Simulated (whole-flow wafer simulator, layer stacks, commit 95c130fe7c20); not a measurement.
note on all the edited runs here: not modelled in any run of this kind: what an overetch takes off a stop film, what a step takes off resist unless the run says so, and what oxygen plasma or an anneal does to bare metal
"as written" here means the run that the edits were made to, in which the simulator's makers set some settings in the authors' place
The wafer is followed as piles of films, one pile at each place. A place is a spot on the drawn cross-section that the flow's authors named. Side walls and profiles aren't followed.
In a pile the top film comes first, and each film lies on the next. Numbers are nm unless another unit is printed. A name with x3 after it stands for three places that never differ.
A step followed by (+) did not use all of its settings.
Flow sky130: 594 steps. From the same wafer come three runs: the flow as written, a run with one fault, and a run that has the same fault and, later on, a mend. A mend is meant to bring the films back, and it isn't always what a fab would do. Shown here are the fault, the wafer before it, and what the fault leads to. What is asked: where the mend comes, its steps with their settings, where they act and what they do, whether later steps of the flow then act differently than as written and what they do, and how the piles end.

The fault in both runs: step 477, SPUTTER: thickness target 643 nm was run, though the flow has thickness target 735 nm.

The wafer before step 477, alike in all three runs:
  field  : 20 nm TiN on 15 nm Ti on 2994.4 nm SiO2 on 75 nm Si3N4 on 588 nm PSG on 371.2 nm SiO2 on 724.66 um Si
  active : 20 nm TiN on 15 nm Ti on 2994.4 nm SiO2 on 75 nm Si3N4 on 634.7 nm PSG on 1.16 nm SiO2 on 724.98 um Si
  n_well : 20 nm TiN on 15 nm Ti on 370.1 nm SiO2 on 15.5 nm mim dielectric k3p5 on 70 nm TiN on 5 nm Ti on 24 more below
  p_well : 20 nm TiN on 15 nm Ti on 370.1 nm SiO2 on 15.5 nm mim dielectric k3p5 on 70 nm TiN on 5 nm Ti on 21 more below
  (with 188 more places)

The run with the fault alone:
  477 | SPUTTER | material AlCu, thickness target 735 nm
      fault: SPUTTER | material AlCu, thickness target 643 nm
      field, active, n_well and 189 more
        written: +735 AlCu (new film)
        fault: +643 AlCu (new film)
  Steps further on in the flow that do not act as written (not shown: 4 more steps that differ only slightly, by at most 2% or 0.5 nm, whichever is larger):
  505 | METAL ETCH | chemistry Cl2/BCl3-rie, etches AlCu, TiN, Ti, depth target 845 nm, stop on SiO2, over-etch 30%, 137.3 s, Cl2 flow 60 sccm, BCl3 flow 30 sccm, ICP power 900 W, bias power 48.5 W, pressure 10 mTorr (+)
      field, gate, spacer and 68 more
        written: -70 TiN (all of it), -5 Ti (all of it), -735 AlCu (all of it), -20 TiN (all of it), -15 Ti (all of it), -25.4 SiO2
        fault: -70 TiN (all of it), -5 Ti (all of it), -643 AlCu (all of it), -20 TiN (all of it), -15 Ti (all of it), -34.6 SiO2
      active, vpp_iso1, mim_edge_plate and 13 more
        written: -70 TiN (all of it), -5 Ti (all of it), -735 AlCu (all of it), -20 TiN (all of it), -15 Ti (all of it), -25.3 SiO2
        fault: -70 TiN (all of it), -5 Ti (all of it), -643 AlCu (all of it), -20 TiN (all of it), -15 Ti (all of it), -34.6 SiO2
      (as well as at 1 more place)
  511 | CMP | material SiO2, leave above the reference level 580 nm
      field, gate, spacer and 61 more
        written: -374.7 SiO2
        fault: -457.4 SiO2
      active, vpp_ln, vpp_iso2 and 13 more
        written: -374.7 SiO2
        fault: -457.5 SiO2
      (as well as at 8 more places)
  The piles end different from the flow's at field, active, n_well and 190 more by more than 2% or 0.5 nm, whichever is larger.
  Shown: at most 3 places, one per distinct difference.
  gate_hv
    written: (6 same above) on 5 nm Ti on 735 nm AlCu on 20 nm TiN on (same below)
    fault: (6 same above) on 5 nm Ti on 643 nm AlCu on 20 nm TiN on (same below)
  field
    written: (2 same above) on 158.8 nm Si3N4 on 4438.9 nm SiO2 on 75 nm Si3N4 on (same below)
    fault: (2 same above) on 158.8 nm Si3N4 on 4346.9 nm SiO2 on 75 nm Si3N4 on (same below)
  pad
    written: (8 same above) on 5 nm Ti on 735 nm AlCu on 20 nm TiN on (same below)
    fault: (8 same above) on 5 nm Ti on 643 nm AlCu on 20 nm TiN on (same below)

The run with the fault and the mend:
  After step 477 comes the mend.
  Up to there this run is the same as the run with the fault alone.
  477a | SPUTTER | material AlCu, thickness target 92 nm (the flow's step 477, run once more with other settings)
      field, active, n_well and 189 more
        +92 AlCu
  Every later step of the flow that is run acts as written at every place that is followed.
  The piles end the same as the flow's at every place that both follow.
